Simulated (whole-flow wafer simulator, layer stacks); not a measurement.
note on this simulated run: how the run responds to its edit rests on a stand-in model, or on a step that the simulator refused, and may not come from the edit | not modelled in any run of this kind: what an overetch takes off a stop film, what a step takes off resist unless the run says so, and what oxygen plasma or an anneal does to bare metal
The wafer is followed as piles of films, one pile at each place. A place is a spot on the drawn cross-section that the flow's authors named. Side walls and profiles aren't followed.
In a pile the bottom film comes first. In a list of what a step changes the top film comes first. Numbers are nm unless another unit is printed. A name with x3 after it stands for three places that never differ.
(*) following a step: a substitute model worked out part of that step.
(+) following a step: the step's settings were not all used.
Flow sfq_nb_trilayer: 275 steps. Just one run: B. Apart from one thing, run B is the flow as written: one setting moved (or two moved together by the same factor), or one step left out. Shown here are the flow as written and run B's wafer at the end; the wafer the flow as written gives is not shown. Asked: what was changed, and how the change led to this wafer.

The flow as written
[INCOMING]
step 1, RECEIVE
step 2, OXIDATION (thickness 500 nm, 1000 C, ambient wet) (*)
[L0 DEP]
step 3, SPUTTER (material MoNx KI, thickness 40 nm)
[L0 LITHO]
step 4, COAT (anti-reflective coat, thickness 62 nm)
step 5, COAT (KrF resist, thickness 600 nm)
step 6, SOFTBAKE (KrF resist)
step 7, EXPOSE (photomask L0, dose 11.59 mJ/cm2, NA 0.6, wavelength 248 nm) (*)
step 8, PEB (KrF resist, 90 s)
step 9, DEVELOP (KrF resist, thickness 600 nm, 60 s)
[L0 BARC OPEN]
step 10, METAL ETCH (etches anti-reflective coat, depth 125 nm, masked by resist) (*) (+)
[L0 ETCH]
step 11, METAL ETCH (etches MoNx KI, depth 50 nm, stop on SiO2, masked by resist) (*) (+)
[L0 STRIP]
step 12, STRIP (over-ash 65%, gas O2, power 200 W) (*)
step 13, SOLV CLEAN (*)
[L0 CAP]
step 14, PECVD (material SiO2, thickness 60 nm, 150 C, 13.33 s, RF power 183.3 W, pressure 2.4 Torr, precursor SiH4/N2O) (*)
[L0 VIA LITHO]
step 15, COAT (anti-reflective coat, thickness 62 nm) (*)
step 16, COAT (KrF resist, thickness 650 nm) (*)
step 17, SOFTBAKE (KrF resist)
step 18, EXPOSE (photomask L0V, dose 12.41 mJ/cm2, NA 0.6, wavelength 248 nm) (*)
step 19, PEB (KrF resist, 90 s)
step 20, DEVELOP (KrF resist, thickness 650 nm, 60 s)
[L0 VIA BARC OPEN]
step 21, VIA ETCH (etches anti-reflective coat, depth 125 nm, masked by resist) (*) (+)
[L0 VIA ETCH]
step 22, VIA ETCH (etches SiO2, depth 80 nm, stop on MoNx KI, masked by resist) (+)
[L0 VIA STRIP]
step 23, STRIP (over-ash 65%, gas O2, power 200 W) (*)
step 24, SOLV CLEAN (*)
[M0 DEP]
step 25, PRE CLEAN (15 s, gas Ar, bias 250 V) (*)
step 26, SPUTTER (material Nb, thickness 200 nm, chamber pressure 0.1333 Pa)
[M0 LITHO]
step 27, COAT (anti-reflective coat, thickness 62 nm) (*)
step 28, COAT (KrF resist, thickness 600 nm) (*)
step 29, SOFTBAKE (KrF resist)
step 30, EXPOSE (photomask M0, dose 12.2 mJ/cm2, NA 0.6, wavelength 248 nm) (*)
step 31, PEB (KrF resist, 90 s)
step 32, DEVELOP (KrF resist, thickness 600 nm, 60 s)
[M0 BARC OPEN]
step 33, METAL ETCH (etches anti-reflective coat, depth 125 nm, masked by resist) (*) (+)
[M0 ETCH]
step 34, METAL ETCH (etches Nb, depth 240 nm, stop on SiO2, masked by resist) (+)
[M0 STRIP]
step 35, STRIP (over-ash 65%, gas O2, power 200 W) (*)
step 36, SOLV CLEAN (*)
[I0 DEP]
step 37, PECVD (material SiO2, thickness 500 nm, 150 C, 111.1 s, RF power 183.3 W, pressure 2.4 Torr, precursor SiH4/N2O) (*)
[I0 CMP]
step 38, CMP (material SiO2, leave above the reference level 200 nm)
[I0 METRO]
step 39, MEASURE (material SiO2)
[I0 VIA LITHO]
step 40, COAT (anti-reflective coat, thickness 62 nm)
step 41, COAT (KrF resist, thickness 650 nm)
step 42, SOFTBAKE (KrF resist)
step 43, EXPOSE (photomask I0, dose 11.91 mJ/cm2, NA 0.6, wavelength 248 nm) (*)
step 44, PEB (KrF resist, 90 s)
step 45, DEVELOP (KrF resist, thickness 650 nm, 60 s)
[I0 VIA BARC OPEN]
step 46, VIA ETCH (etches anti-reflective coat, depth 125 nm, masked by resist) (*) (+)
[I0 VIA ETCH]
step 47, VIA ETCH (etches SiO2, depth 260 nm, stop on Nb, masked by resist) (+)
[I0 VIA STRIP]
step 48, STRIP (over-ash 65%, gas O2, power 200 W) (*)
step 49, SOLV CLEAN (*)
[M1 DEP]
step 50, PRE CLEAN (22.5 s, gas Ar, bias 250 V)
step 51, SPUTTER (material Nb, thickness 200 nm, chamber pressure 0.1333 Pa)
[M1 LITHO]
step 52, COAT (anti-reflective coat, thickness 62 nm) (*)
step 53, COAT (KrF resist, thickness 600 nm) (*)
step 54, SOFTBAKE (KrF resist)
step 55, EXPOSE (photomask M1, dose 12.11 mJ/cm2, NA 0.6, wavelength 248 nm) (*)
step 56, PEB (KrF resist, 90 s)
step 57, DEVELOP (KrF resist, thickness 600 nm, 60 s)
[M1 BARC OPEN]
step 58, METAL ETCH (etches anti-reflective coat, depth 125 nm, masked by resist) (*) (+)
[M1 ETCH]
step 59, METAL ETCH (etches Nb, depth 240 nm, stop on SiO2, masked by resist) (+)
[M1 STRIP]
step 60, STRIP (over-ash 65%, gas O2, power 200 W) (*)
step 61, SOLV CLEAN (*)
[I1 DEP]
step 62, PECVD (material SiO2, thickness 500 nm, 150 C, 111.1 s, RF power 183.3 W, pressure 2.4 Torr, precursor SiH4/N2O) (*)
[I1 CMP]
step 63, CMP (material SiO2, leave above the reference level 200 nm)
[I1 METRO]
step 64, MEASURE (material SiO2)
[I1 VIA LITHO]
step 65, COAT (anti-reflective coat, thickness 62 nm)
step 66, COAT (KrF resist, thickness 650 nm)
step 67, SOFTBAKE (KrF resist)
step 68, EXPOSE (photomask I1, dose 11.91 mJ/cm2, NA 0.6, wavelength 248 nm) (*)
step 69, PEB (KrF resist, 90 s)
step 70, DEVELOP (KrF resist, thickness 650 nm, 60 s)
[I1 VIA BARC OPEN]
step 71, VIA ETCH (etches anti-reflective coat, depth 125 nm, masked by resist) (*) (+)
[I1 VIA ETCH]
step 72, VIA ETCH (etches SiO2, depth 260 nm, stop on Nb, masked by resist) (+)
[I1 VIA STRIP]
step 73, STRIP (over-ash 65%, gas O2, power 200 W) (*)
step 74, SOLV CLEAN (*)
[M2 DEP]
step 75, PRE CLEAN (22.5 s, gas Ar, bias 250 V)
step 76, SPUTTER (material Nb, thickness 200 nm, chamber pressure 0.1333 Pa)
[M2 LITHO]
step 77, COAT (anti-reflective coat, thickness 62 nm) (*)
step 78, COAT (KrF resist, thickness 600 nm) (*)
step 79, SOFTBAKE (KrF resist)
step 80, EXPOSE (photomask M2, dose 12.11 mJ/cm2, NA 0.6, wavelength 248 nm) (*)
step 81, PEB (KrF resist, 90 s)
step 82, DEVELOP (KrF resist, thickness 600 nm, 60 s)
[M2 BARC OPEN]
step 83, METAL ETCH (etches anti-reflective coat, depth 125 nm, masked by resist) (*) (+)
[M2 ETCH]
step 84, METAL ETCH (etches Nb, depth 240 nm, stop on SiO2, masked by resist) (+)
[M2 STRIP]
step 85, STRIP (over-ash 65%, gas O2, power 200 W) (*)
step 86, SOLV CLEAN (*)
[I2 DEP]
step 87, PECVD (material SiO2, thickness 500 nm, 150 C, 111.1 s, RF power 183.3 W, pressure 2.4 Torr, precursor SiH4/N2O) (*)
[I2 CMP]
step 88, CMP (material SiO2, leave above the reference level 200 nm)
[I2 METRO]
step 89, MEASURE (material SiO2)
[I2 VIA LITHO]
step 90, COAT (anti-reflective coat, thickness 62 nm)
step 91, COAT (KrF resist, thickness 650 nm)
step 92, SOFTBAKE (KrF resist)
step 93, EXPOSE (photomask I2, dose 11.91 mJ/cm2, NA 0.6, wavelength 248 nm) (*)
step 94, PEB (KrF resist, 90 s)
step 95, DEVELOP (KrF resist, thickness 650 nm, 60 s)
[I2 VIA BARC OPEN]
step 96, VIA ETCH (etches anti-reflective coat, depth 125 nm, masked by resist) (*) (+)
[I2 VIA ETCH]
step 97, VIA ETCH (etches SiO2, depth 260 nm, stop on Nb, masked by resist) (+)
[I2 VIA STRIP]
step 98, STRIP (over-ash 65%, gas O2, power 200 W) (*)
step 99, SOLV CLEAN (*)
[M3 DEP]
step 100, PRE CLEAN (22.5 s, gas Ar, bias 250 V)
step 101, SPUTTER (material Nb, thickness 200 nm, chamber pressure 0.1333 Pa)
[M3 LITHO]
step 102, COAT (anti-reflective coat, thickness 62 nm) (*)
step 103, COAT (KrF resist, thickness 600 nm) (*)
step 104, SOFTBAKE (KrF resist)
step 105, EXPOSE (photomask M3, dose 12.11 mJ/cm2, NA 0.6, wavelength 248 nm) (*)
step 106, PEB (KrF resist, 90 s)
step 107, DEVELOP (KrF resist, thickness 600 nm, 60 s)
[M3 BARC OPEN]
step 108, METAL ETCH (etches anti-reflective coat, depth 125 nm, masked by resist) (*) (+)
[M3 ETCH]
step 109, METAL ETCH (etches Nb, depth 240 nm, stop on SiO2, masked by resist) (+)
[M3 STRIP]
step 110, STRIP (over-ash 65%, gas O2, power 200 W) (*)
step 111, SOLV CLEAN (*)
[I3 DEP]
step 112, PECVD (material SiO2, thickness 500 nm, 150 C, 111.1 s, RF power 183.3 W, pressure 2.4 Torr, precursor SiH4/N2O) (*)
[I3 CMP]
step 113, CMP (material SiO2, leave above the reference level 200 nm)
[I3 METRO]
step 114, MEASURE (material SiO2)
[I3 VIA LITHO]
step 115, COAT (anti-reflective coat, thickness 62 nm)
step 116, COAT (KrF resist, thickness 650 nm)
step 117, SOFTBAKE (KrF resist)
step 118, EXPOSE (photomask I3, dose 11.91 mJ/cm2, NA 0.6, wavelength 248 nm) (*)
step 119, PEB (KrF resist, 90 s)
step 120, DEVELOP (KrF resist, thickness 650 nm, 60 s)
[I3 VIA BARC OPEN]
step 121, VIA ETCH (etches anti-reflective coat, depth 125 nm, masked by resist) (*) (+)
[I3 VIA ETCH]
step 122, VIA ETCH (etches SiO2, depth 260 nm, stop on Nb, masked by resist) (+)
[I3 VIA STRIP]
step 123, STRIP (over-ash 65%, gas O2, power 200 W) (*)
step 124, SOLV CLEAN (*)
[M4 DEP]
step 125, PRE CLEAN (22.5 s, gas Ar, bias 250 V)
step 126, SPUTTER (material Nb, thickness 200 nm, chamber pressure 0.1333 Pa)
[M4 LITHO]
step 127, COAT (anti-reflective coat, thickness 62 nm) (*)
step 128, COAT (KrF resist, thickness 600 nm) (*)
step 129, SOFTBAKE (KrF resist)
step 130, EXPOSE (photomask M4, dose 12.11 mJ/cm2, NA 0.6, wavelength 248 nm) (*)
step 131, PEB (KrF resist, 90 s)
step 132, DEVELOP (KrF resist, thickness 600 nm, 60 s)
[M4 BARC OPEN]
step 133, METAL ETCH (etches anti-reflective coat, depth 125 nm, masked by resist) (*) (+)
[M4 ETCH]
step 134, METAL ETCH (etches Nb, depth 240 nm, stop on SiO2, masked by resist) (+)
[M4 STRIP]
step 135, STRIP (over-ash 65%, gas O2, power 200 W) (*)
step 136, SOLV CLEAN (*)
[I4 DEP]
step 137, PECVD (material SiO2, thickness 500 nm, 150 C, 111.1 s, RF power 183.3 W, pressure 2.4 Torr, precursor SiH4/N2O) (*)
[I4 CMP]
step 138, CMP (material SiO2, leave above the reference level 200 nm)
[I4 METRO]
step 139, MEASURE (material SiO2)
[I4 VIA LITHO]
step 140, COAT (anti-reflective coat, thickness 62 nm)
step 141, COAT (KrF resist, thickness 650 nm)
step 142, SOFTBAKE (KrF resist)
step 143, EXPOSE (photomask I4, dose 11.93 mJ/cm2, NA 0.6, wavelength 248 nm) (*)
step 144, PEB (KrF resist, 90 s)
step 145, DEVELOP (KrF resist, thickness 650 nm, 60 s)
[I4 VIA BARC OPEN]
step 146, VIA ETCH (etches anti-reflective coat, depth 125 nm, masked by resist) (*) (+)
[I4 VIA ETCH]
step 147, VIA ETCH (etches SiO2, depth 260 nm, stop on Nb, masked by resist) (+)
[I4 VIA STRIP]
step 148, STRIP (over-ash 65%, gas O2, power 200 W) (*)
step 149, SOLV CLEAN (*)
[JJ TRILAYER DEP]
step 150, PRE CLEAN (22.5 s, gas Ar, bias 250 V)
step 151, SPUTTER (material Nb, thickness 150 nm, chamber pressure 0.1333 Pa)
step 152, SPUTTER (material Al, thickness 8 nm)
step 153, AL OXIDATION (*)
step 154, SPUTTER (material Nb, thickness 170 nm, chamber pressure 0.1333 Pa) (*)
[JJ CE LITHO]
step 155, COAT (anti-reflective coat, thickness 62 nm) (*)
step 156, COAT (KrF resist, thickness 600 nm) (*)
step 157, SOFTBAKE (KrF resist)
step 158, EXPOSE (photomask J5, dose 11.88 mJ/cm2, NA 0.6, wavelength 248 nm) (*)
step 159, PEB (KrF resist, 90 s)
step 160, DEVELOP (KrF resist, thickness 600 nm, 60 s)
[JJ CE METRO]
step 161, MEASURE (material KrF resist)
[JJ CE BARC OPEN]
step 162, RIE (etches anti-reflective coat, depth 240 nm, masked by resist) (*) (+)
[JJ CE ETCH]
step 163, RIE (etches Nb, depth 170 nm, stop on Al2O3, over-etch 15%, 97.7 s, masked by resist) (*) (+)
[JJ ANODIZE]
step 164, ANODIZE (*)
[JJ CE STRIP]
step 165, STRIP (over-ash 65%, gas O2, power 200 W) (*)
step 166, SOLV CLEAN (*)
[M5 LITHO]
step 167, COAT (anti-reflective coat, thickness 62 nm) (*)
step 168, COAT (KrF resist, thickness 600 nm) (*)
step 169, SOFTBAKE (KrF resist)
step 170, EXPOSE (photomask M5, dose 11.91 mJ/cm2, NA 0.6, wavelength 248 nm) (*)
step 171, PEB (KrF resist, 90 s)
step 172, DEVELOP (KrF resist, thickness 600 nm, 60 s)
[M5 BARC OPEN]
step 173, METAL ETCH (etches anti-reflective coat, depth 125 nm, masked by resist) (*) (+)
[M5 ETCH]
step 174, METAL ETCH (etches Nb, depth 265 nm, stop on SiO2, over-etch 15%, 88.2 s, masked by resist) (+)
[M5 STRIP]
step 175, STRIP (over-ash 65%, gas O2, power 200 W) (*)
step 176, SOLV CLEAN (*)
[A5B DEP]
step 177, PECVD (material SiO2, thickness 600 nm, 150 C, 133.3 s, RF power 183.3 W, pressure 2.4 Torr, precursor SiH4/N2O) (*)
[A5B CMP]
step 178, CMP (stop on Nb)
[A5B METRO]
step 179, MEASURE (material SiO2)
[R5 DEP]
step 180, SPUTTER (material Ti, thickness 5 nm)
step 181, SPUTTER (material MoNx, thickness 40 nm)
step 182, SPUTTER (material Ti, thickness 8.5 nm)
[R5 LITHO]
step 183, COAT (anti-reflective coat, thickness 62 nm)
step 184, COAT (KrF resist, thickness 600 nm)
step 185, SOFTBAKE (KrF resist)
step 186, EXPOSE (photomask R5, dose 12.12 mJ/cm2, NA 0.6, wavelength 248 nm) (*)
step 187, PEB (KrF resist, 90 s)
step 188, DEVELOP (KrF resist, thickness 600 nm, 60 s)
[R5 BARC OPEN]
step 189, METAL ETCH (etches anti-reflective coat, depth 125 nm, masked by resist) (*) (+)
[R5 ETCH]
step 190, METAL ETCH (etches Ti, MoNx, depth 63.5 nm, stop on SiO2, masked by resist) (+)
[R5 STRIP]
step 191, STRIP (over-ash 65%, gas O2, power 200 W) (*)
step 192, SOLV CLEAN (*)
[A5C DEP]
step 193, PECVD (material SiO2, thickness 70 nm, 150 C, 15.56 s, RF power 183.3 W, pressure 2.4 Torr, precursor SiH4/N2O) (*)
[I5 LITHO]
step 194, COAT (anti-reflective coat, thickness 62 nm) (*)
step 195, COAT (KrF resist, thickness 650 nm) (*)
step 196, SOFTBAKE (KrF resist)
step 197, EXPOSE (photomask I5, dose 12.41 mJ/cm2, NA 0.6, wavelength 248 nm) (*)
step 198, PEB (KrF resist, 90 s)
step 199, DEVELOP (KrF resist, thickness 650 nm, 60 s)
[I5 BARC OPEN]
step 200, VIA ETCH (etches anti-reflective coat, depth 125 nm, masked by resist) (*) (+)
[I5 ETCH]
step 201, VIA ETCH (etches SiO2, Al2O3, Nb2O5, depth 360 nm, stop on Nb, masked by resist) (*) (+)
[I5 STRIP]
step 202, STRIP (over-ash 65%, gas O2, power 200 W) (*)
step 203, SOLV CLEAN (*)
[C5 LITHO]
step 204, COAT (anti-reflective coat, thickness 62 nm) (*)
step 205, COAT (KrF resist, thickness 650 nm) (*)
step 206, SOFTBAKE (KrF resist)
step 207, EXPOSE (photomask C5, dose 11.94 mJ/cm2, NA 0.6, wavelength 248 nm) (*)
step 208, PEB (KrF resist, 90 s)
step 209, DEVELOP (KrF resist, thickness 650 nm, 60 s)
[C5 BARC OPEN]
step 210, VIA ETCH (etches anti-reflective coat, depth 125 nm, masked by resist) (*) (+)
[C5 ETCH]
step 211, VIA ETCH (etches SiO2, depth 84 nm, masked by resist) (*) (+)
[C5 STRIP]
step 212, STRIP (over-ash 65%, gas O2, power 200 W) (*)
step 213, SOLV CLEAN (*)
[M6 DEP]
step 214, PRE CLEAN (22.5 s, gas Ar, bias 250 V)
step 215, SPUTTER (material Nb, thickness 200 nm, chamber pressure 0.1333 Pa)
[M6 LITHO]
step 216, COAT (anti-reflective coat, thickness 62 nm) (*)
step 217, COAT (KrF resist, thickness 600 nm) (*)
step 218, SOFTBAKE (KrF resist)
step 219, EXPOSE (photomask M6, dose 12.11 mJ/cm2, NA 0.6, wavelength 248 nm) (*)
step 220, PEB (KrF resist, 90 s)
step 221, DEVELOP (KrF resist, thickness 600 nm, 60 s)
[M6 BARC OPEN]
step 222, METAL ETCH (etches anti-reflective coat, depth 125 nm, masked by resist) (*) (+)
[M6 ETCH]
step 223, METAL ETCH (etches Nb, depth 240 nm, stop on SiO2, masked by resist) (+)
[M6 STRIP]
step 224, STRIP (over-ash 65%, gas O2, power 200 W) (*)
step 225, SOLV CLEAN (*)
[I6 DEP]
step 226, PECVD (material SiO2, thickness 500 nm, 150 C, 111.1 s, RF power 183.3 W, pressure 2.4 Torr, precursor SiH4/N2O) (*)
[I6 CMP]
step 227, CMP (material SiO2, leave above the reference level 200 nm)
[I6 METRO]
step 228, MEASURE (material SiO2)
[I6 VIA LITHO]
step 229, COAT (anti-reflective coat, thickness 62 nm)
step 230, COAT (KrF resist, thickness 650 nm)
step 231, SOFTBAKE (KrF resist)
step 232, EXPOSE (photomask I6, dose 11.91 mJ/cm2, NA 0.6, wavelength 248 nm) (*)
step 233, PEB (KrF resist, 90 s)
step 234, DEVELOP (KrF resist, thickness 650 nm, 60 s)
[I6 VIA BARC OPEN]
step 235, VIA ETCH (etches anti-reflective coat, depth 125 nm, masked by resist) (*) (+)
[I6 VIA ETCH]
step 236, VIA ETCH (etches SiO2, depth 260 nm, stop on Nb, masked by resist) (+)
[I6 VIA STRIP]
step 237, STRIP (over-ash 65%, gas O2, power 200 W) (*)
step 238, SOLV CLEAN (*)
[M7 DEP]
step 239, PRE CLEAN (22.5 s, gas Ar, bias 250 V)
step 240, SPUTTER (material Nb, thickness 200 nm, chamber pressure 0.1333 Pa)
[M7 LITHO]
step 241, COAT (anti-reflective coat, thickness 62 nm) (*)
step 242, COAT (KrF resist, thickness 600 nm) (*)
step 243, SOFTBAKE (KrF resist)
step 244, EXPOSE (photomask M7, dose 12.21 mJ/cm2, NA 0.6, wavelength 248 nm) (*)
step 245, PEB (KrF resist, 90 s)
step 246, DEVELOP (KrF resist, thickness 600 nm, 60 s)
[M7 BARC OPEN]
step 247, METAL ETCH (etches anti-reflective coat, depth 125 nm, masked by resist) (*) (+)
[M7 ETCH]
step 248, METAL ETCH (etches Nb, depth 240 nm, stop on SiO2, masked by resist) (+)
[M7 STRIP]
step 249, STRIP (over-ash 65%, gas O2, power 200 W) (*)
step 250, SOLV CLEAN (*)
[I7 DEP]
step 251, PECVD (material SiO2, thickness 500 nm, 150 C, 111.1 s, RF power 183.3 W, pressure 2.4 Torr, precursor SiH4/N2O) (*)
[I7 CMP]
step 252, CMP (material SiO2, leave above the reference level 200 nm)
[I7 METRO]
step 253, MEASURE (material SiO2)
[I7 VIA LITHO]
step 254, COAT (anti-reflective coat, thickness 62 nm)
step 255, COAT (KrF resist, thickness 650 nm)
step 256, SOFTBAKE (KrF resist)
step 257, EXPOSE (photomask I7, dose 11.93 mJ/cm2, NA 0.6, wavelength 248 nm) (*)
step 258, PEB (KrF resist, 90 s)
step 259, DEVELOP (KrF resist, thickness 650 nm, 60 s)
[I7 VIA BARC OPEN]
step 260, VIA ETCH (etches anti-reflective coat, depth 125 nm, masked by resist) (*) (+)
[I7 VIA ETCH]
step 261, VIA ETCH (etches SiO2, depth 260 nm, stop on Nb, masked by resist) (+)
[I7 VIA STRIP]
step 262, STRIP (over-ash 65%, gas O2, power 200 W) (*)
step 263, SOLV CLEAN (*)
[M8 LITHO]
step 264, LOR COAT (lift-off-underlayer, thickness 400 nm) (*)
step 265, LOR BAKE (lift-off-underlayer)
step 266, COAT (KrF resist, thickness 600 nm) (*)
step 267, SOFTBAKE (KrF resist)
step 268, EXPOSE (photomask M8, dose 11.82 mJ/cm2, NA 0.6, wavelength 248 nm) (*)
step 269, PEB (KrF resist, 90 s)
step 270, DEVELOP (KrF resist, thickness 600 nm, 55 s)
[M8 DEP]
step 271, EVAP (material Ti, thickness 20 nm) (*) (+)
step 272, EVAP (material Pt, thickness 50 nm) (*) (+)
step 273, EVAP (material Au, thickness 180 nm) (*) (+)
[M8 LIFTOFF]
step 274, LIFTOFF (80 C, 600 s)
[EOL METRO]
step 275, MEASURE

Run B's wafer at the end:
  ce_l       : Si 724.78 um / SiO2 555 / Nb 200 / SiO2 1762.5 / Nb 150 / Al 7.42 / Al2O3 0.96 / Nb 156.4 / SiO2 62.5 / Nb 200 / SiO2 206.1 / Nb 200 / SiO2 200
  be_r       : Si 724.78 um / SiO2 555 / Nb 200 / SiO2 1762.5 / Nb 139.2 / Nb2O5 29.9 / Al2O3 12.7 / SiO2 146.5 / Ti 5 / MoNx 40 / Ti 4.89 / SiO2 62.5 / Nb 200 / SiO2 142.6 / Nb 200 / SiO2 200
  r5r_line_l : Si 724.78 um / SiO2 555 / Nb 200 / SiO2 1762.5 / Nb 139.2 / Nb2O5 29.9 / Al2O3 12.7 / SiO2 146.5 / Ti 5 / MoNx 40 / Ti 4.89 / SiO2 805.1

What caused this: step 182, SPUTTER: thickness 4.89 nm was run, whereas the flow has thickness 8.5 nm.
One can read it off the wafer: be_r has Ti 4.89, and step 182 as written asks for 8.5 nm.

How this came from the change, step by step:
  step 182, SPUTTER (material Ti, thickness 8.5 nm)
      field_l, v_sur, via_wl and 103 more: +4.89 Ti (new film) (in the flow as written it would be: +8.5 Ti (new film))
  step 190, METAL ETCH (etches Ti, MoNx, depth 63.5 nm, stop on SiO2, masked by resist) (+)
      field_l, v_sur, via_wl and 92 more: -4.89 Ti (all of it), -40 MoNx (all of it), -5 Ti (all of it) (in the flow as written it would be: -8.5 Ti (all of it), -40 MoNx (all of it), -5 Ti (all of it))
      ce_l, c5j, ce_r, wl_jj: -4.89 Ti (all of it), -40 MoNx (all of it), -5 Ti (all of it), -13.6 Nb (in the flow as written it would be: -8.5 Ti (all of it), -40 MoNx (all of it), -5 Ti (all of it), -10 Nb)
  step 194, COAT (anti-reflective coat, thickness 62 nm) (*)
      ce_l: +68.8 anti-reflective coat (new film) (in the flow as written it would be: +67.2 anti-reflective coat (new film))
      ce_r: +69.6 anti-reflective coat (new film) (in the flow as written it would be: +68.1 anti-reflective coat (new film))
      (as well as at 1 more place)
  step 202, STRIP (over-ash 65%, gas O2, power 200 W) (*)
      ce_l: -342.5 KrF resist (all of it), -68.8 anti-reflective coat (all of it) (in the flow as written it would be: -341.5 KrF resist (all of it), -67.2 anti-reflective coat (all of it))
      ce_r: -346.7 KrF resist (all of it), -69.6 anti-reflective coat (all of it) (in the flow as written it would be: -346.1 KrF resist (all of it), -68.1 anti-reflective coat (all of it))
      (as well as at 1 more place)
  step 204, COAT (anti-reflective coat, thickness 62 nm) (*)
      ce_l: +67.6 anti-reflective coat (new film) (in the flow as written it would be: +66 anti-reflective coat (new film))
      ce_r: +68.7 anti-reflective coat (new film) (in the flow as written it would be: +67.2 anti-reflective coat (new film))
      (as well as at 1 more place)
  step 212, STRIP (over-ash 65%, gas O2, power 200 W) (*)
      ce_l: -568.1 KrF resist (all of it), -67.6 anti-reflective coat (all of it) (in the flow as written it would be: -567.4 KrF resist (all of it), -66 anti-reflective coat (all of it))
      ce_r: -574.1 KrF resist (all of it), -68.7 anti-reflective coat (all of it) (in the flow as written it would be: -573.7 KrF resist (all of it), -67.2 anti-reflective coat (all of it))
      (as well as at 1 more place)
  step 216, COAT (anti-reflective coat, thickness 62 nm) (*)
      r5r_spacepad_l, r5r_spacepad_r: +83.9 anti-reflective coat (new film) (in the flow as written it would be: +85.7 anti-reflective coat (new film))
      ce_l: +49.1 anti-reflective coat (new film) (in the flow as written it would be: +48 anti-reflective coat (new film))
      (as well as at 2 more places)
  step 222, METAL ETCH (etches anti-reflective coat, depth 125 nm, masked by resist) (*) (+)
      r5r_spacepad_l, r5r_spacepad_r: -83.9 anti-reflective coat (all of it) (in the flow as written it would be: -85.7 anti-reflective coat (all of it))
  step 224, STRIP (over-ash 65%, gas O2, power 200 W) (*)
      ce_l: -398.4 KrF resist (all of it), -49.1 anti-reflective coat (all of it) (in the flow as written it would be: -397.1 KrF resist (all of it), -48 anti-reflective coat (all of it))
      ce_r: -404.5 KrF resist (all of it), -49.9 anti-reflective coat (all of it) (in the flow as written it would be: -403.5 KrF resist (all of it), -48.8 anti-reflective coat (all of it))
      (as well as at 1 more place)
  step 227, CMP (material SiO2, leave above the reference level 200 nm)
      r5r_line_l, r5r_line_c, r5r_line_r: -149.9 SiO2 (in the flow as written it would be: -153.5 SiO2)
      r5r_spacepad_l, r5r_spacepad_r: -147.4 SiO2 (in the flow as written it would be: -153.5 SiO2)
